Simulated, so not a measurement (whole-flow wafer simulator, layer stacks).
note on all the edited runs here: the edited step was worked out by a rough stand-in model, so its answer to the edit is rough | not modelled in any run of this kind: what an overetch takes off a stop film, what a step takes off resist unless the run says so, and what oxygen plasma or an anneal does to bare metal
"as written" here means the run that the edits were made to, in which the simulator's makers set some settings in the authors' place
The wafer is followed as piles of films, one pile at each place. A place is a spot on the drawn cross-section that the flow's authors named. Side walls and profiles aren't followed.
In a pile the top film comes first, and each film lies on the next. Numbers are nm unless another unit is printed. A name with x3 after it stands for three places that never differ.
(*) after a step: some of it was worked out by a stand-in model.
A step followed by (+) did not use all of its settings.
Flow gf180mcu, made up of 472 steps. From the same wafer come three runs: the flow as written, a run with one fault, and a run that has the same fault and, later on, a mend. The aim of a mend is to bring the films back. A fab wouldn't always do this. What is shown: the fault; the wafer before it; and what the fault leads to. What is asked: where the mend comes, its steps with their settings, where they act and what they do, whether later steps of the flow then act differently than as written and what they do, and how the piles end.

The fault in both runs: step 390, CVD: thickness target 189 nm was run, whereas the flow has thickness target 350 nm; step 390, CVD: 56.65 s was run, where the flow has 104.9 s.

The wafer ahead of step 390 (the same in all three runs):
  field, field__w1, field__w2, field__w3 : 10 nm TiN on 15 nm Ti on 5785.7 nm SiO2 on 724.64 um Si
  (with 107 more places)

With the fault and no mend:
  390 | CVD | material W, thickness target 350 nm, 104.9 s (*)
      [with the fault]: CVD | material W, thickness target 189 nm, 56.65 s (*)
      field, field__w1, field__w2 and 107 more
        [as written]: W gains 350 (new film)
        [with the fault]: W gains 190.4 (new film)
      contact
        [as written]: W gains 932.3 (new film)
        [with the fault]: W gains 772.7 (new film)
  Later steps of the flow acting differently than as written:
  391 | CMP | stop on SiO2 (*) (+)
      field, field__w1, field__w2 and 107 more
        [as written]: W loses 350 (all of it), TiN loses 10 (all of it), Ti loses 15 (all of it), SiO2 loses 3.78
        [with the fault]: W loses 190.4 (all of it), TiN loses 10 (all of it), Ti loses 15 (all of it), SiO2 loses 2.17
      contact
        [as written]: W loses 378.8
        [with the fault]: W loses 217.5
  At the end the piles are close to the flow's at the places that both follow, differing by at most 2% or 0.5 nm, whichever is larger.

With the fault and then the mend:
  The mend follows step 390.
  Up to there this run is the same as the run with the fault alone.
  390a | CVD | material W, thickness target 161 nm, 48.26 s (the flow's step 390 again, with other settings)
      field, field__w1, field__w2 and 108 more
        W gains 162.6
  Later steps of the flow that are run all act as written at every place that is followed, up to a difference of at most 2% or 0.5 nm, whichever is larger.
  At the end the piles are close to the flow's at the places that both follow, differing by at most 2% or 0.5 nm, whichever is larger.
